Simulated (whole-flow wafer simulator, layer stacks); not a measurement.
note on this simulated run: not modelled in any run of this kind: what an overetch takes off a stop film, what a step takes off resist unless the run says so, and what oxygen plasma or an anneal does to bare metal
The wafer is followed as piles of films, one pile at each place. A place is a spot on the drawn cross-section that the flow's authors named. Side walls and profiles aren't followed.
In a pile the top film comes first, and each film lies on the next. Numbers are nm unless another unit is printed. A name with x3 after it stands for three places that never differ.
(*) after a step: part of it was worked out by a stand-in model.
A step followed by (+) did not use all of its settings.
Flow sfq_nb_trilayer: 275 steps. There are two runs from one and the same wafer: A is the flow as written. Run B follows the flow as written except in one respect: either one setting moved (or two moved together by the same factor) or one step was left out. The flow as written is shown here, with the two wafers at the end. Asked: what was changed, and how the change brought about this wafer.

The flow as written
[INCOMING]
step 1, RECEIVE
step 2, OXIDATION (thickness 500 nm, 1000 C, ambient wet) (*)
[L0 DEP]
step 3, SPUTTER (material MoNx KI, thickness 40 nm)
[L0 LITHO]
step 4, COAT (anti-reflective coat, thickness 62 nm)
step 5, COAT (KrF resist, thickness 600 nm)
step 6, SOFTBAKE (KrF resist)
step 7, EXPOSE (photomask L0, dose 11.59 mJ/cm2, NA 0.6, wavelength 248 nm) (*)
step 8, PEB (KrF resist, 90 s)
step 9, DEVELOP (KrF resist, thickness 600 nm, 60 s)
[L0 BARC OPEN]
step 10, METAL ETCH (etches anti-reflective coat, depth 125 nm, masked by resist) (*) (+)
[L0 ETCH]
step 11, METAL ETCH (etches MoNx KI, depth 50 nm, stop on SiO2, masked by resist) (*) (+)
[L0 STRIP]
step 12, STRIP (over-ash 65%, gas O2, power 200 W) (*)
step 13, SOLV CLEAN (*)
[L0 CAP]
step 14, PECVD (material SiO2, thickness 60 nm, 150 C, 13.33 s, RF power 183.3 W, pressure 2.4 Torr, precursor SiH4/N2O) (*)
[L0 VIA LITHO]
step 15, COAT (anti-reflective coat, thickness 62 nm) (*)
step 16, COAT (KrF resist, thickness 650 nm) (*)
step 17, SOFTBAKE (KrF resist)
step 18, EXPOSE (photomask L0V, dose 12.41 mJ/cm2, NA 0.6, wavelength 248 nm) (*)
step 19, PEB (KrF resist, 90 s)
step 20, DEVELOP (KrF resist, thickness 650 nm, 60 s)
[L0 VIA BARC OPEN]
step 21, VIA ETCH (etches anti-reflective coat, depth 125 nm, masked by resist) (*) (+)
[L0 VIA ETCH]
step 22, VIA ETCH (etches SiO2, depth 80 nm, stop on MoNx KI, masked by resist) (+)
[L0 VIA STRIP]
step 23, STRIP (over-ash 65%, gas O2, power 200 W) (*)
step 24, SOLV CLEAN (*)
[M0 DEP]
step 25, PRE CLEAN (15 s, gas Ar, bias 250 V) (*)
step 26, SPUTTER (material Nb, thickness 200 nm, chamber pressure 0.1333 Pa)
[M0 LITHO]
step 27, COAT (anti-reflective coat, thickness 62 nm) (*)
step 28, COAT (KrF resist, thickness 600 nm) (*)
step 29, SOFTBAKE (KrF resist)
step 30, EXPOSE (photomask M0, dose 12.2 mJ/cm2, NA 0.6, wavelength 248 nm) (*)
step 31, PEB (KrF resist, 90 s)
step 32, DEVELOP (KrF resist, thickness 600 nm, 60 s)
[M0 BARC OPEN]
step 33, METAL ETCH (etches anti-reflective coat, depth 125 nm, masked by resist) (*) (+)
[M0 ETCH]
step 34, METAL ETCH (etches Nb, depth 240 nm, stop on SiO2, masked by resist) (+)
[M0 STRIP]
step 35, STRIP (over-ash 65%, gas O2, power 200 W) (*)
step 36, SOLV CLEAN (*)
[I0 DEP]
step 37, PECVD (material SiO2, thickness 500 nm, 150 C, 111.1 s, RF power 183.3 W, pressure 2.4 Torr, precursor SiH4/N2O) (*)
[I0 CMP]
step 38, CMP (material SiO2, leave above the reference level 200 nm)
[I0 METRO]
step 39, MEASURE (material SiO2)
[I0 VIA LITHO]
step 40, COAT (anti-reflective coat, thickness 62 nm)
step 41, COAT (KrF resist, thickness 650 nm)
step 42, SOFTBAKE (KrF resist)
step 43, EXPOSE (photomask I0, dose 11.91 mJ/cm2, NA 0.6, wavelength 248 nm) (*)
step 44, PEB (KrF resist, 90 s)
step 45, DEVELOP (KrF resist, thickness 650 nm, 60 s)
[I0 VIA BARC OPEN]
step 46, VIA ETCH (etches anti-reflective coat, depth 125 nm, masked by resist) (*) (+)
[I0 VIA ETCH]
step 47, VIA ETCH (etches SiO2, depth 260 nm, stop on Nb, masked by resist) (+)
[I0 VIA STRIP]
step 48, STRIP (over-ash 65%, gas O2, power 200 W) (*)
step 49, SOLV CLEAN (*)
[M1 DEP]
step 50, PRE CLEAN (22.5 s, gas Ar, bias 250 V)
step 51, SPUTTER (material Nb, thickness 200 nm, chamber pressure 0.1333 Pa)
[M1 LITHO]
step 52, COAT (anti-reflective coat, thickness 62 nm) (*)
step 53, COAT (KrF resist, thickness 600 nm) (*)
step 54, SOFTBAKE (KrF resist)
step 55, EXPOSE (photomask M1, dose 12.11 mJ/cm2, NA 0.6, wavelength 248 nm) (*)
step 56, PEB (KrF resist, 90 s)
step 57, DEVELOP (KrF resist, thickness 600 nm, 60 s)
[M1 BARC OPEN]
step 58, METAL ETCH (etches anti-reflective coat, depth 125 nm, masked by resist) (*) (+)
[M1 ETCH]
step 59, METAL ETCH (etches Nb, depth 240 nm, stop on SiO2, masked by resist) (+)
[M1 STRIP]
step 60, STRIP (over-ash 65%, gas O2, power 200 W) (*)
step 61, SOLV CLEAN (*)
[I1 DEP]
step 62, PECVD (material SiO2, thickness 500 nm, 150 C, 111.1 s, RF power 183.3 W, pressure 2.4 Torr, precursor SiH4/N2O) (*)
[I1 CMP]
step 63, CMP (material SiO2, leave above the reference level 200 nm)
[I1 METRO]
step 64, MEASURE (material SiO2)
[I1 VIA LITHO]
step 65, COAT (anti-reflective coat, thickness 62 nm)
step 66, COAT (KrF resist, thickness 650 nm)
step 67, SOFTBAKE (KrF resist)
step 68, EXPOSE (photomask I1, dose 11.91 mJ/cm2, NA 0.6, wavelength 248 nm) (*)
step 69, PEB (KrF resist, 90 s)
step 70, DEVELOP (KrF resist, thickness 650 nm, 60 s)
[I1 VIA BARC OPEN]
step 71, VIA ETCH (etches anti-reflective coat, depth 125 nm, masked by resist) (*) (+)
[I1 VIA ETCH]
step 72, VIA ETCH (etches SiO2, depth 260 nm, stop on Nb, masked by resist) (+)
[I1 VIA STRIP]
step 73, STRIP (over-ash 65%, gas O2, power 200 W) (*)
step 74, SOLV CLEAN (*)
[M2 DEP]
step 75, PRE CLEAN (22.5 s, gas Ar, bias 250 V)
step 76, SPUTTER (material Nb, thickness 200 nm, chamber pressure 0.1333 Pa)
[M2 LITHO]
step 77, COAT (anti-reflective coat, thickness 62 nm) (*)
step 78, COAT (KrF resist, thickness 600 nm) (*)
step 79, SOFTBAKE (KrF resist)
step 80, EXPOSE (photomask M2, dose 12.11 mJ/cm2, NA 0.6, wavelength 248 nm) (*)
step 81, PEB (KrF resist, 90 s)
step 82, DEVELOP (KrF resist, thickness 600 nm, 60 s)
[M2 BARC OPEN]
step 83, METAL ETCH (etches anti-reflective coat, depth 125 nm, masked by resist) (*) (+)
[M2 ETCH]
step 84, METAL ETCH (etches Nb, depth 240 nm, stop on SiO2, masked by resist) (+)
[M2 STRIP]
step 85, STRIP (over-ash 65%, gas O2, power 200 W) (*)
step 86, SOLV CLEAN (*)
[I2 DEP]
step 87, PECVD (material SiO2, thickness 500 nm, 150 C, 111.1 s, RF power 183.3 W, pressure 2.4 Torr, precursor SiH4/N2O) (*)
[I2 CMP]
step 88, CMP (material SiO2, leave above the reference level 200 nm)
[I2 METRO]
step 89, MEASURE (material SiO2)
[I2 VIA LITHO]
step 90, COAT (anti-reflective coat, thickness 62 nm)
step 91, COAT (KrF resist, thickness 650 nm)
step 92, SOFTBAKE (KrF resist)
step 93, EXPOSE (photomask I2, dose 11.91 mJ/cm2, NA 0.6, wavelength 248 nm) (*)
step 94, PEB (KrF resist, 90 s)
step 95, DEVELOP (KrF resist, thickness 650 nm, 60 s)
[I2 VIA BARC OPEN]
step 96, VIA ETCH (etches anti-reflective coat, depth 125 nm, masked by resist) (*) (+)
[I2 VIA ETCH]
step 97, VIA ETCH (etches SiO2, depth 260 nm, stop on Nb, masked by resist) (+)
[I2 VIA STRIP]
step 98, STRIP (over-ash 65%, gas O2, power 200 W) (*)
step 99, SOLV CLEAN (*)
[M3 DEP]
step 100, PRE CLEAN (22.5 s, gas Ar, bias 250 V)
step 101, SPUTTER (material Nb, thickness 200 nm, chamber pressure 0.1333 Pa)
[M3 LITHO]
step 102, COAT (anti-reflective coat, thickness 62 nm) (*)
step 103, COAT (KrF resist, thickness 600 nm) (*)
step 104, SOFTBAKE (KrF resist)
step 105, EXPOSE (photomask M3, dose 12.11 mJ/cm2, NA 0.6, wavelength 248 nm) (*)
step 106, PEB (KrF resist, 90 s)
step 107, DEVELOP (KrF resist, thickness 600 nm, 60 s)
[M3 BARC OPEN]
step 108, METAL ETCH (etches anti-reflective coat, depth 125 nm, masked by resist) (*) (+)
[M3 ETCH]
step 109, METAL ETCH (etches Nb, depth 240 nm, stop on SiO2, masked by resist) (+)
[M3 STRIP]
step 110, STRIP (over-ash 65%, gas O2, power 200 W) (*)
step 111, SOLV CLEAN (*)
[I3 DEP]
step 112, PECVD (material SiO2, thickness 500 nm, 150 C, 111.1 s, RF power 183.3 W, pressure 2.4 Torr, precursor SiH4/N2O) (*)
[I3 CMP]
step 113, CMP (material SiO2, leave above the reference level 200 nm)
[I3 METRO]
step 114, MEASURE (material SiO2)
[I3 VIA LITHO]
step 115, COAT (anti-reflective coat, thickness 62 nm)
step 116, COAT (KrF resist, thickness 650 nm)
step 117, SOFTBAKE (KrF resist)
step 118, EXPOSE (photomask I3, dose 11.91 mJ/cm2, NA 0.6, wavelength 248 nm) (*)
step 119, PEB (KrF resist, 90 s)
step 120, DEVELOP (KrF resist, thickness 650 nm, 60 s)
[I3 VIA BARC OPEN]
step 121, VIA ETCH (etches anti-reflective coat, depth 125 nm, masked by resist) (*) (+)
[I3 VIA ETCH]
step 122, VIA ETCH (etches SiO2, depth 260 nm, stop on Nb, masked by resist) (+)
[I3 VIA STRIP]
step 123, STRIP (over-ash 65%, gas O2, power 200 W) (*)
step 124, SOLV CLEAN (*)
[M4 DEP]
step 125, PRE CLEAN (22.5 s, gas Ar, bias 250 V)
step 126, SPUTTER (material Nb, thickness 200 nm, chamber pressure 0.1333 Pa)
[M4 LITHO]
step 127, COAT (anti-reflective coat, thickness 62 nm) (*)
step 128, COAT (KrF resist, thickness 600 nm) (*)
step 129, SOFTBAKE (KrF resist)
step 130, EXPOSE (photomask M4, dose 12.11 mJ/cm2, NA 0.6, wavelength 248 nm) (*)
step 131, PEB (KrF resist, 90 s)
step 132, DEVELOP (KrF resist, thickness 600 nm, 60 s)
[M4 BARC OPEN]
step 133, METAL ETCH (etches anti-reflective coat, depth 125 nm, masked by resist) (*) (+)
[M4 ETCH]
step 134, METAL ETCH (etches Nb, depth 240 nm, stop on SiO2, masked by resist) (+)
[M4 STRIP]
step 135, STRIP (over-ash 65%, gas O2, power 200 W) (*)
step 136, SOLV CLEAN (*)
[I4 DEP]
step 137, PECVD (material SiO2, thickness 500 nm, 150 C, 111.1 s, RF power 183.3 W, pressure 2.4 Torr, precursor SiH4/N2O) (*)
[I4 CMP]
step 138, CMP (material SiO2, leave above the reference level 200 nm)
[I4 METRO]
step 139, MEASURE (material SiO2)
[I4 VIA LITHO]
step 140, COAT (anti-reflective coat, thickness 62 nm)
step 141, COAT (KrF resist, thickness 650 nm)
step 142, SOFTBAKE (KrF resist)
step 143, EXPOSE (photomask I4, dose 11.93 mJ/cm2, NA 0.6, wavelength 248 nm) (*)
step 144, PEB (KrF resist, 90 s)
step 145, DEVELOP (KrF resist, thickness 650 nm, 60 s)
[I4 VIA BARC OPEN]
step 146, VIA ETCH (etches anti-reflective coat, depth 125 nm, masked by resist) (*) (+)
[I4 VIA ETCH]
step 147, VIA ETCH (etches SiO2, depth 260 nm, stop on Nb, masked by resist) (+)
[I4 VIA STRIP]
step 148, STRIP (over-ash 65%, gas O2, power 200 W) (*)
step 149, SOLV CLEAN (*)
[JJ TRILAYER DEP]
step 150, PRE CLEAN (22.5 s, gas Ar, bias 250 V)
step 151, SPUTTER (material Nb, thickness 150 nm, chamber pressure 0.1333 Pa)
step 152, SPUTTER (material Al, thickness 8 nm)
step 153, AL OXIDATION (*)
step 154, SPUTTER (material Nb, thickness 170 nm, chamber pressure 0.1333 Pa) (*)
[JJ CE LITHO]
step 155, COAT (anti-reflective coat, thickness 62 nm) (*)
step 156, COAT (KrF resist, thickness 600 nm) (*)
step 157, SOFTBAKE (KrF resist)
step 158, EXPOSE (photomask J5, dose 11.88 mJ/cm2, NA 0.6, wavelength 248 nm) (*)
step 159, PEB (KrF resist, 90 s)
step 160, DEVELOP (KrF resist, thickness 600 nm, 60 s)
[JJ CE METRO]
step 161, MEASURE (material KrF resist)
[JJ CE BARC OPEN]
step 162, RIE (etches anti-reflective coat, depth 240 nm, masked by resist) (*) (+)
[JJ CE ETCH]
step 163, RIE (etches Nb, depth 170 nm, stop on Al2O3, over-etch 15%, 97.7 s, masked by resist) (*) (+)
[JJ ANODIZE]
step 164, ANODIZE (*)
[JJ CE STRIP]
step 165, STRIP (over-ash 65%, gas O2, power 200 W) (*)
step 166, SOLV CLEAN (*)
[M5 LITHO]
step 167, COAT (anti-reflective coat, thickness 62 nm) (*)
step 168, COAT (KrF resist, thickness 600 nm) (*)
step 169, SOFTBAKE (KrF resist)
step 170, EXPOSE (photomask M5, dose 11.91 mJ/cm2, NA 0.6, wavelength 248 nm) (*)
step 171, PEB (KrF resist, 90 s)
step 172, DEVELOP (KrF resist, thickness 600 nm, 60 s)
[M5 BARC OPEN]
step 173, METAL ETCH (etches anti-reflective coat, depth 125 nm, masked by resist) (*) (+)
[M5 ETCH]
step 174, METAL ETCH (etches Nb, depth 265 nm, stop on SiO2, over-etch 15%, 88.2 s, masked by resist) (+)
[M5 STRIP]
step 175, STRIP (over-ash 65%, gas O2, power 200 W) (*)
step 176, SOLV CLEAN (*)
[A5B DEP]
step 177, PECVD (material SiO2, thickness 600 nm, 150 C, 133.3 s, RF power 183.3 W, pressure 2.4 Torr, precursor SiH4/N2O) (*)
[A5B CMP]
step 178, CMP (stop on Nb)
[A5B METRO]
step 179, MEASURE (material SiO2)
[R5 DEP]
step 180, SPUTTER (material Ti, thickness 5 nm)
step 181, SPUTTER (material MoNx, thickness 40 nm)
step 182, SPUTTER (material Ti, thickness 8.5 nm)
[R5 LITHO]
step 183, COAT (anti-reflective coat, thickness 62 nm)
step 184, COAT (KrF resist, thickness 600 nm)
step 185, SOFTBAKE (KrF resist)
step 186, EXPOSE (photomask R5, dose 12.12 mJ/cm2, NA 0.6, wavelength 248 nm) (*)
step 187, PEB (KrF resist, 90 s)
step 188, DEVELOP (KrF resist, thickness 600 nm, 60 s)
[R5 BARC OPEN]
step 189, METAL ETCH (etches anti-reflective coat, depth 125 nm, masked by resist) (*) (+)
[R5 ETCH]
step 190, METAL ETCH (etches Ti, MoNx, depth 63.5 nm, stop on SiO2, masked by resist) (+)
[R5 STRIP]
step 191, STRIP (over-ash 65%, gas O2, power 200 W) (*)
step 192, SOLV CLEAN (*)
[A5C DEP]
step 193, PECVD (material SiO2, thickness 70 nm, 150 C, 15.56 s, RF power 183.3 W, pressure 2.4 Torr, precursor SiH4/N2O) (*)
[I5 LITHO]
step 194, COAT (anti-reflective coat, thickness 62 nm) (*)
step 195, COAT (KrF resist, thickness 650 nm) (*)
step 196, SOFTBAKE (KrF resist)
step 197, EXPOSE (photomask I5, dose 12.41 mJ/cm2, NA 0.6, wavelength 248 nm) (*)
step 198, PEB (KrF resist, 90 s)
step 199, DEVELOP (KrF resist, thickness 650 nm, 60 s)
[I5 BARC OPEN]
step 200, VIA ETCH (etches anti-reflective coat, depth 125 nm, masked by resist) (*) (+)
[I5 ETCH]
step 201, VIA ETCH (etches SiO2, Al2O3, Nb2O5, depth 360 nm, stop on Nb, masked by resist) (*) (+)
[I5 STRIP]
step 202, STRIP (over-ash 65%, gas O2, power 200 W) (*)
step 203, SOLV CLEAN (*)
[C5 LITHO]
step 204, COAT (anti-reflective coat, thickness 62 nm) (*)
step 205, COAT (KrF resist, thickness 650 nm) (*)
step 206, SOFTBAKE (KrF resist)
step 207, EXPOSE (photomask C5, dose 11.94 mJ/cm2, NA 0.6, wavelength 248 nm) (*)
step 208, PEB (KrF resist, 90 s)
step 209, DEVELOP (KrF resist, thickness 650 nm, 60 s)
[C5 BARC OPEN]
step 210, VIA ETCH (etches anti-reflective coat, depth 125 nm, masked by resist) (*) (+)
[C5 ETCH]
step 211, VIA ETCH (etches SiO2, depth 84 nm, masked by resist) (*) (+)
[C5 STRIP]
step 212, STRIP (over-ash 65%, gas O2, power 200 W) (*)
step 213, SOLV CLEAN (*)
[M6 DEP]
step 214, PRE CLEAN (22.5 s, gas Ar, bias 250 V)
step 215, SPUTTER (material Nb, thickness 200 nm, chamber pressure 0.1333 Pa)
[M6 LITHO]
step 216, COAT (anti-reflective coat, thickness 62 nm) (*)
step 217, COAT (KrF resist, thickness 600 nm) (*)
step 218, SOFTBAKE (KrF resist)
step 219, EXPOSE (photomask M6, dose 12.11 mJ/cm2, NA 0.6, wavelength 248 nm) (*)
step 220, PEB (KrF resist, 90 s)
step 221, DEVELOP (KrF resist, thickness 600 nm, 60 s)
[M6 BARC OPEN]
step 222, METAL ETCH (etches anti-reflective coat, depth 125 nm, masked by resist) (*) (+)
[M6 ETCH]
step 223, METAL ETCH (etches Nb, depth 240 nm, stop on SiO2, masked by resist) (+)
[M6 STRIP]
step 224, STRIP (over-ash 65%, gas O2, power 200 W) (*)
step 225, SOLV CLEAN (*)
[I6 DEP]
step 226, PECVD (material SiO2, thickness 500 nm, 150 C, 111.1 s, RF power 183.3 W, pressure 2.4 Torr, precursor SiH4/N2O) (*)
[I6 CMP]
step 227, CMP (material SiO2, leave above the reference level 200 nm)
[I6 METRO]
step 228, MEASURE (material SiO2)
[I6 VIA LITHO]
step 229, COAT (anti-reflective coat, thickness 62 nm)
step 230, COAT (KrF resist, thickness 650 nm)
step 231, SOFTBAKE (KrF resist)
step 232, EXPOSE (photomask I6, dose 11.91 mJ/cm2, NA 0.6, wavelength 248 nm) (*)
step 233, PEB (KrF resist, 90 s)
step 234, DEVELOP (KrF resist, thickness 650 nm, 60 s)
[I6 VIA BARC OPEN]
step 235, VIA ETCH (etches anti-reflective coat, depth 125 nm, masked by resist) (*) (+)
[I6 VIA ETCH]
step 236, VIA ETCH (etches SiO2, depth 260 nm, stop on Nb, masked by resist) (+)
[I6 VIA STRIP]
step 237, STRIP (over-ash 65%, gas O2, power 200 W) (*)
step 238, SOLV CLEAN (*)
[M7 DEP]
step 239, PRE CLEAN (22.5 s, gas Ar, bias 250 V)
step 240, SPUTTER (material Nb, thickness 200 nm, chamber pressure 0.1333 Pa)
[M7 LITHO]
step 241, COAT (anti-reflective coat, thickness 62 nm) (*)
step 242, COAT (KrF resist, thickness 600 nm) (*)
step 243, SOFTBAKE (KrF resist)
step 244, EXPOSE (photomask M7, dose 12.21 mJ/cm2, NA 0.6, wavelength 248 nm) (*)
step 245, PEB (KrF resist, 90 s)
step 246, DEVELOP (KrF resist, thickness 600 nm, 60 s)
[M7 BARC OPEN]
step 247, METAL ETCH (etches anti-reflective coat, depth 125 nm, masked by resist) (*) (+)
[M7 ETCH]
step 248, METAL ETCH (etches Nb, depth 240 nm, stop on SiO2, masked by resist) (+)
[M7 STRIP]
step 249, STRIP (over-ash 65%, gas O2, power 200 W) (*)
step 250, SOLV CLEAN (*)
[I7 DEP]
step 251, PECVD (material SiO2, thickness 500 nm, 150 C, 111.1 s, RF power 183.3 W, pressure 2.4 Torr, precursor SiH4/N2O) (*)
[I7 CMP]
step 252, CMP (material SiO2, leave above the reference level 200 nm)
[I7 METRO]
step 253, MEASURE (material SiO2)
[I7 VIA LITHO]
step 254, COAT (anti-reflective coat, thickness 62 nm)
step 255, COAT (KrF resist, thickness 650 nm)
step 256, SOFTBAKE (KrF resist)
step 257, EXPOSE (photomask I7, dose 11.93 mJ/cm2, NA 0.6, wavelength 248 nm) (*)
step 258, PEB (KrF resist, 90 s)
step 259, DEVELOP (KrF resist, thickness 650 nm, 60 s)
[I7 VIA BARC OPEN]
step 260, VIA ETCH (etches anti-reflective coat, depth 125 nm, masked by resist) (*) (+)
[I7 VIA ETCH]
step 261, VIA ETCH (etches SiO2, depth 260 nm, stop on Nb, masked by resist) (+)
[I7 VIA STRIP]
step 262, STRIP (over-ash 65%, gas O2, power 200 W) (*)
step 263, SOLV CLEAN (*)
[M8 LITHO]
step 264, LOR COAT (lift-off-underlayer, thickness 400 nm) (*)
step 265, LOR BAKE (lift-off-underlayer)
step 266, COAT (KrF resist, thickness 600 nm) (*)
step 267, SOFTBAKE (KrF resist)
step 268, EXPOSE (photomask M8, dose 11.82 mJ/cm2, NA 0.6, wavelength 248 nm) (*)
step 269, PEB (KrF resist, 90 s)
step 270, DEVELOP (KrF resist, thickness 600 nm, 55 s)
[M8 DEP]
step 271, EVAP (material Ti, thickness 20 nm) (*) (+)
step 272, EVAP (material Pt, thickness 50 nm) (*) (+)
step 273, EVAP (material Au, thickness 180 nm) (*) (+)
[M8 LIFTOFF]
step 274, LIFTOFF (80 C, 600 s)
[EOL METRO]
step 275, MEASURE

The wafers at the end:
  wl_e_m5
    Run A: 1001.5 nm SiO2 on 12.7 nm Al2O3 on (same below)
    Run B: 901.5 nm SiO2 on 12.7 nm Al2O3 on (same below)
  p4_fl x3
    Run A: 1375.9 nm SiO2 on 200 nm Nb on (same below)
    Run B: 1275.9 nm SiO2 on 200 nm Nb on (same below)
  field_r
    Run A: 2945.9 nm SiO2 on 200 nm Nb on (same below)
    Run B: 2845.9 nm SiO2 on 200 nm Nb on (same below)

What caused this: step 240, SPUTTER: thickness 100 nm was run, though the flow has thickness 200 nm.

Step by step, how the change led to this:
  step 240, SPUTTER (material Nb, thickness 200 nm, chamber pressure 0.1333 Pa)
      field_l, v_sur, via_wl and 102 more: A +200 Nb (new film) | B +100 Nb (new film)
      via_v: A +161.1 Nb | B +80.4 Nb
  step 241, COAT (anti-reflective coat, thickness 62 nm) (*)
      via_v: A +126 anti-reflective coat (new film) | B +120.3 anti-reflective coat (new film)
  step 248, METAL ETCH (etches Nb, depth 240 nm, stop on SiO2, masked by resist) (+)
      field_l, field_r, lsp_l and 62 more: A -200 Nb (all of it) | B -100 Nb (all of it)
      v_sur, via_wl, via_w and 38 more: A -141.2 KrF resist | B -88.2 KrF resist
  step 249, STRIP (over-ash 65%, gas O2, power 200 W) (*)
      wl_j_sl, wl_jj, wl_j_sr and 14 more: A -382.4 KrF resist (all of it), -62 anti-reflective coat (all of it) | B -435.3 KrF resist (all of it), -62 anti-reflective coat (all of it)
      ln_m5, lsp_m, ln_m6, lsp_r: A -381.9 KrF resist (all of it), -61.8 anti-reflective coat (all of it) | B -434.9 KrF resist (all of it), -61.8 anti-reflective coat (all of it)
      (and at 20 other places as well)
  step 251, PECVD (material SiO2, thickness 500 nm, 150 C, 111.1 s, RF power 183.3 W, pressure 2.4 Torr, precursor SiH4/N2O) (*)
      field_r, lsp_l: A +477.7 SiO2 | B +488.8 SiO2
      m7r_space_l x2: A +557.1 SiO2 | B +500 SiO2
      (and at 1 other place as well)
  step 252, CMP (material SiO2, leave above the reference level 200 nm)
      field_l, p4_fl x3, p4_w1 x9 and 46 more: A -100 SiO2 | B -200 SiO2
      field_r, lsp_l: A -77.7 SiO2 | B -188.8 SiO2
      (and at 5 other places as well)
